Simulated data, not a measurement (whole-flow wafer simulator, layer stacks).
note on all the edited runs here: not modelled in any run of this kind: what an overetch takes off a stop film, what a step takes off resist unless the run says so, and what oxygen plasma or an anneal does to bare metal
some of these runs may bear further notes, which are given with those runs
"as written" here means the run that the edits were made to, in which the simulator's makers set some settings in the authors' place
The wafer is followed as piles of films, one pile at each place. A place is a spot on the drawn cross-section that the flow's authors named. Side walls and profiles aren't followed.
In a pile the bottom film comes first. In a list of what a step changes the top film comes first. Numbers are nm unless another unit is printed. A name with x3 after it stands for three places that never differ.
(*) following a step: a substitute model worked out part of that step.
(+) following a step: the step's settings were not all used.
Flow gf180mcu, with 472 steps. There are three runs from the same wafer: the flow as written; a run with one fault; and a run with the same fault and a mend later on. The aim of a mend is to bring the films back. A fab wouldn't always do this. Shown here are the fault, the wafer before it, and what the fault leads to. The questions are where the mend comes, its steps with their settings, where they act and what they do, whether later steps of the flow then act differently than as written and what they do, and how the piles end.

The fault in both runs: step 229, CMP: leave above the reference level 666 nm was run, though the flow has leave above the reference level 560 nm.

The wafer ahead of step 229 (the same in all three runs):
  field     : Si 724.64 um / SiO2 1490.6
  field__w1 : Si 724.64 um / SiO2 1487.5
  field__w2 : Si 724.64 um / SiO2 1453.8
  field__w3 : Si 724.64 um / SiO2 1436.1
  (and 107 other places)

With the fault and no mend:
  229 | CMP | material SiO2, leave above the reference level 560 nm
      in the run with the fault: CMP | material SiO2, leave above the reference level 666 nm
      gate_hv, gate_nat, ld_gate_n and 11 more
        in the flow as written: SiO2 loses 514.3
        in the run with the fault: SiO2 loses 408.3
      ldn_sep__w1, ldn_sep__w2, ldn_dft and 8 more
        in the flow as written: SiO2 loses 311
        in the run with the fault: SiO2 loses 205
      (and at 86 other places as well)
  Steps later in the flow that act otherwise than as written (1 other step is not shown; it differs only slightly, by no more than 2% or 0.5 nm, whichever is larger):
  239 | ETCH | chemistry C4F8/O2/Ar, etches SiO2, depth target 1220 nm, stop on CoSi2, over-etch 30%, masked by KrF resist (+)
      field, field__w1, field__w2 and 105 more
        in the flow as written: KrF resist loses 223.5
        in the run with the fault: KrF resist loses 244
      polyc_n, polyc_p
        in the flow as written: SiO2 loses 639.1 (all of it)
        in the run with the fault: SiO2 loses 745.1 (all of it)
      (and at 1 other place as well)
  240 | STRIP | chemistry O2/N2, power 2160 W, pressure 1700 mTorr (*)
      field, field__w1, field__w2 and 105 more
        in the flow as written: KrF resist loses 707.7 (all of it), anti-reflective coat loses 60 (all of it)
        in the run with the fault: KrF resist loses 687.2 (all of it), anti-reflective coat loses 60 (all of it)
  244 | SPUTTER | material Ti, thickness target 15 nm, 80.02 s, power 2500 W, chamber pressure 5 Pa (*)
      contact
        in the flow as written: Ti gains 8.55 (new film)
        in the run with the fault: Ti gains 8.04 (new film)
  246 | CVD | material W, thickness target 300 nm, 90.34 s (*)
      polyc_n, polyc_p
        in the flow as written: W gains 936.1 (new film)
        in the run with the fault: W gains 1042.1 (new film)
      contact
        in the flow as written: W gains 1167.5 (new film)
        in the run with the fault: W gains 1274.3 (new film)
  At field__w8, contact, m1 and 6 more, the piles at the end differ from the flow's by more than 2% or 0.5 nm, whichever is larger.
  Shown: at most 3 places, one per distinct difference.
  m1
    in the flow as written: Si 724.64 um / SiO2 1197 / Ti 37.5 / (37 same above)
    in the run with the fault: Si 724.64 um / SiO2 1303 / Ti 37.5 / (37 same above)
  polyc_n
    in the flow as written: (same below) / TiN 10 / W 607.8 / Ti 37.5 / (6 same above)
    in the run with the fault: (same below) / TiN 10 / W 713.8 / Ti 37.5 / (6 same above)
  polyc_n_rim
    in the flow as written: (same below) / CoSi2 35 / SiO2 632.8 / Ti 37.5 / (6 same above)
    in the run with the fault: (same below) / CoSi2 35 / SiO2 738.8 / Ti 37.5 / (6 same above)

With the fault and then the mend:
  The mend stands after step 237.
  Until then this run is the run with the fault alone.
  237a | STRIP | chemistry O2/N2, power 2160 W, pressure 1700 mTorr (*)
      field, field__w1, field__w2 and 105 more
        KrF resist loses 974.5 (all of it), anti-reflective coat loses 60 (all of it)
      contact, polyc_n, polyc_p
        anti-reflective coat loses 60 (all of it)
  237b | CMP | material SiO2, leave above the reference level 560 nm (the flow's step 229, run once more)
      field, field__w1, field__w2 and 108 more
        SiO2 loses 106
  237c | HMDS | 120 C, 60 s (the flow's step 231, run once more)
      does not change any film at any place that is followed
  237d | COAT | anti-reflective coat, thickness 60 nm, 182 C, 71 s (the flow's step 232, run once more)
      field, field__w1, field__w2 and 108 more
        anti-reflective coat gains 60 (new film)
  237e | COAT | KrF resist, thickness 1000 nm (the flow's step 233, run once more)
      field, field__w1, field__w2 and 108 more
        KrF resist gains 1000 (new film)
  237f | SOFTBAKE | KrF resist (the flow's step 234, run once more)
      does not change any film at any place that is followed
  237g | EXPOSE | photomask Contact (the flow's step 235, run once more)
      does not change any film at any place that is followed
  237h | PEB | KrF resist, 135 C, 90 s (the flow's step 236, run once more)
      field, field__w1, field__w2 and 108 more
        KrF resist loses 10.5
  237i | DEVELOP | KrF resist, thickness 1000 nm, 60 s (the flow's step 237, run once more)
      field, field__w1, field__w2 and 105 more
        KrF resist loses 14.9
      contact, polyc_n, polyc_p
        KrF resist loses 989.5 (all of it)
  Every later step of the flow that is run acts as written at every place that is followed.
  At every place that both follow, the piles at the end match the flow's.
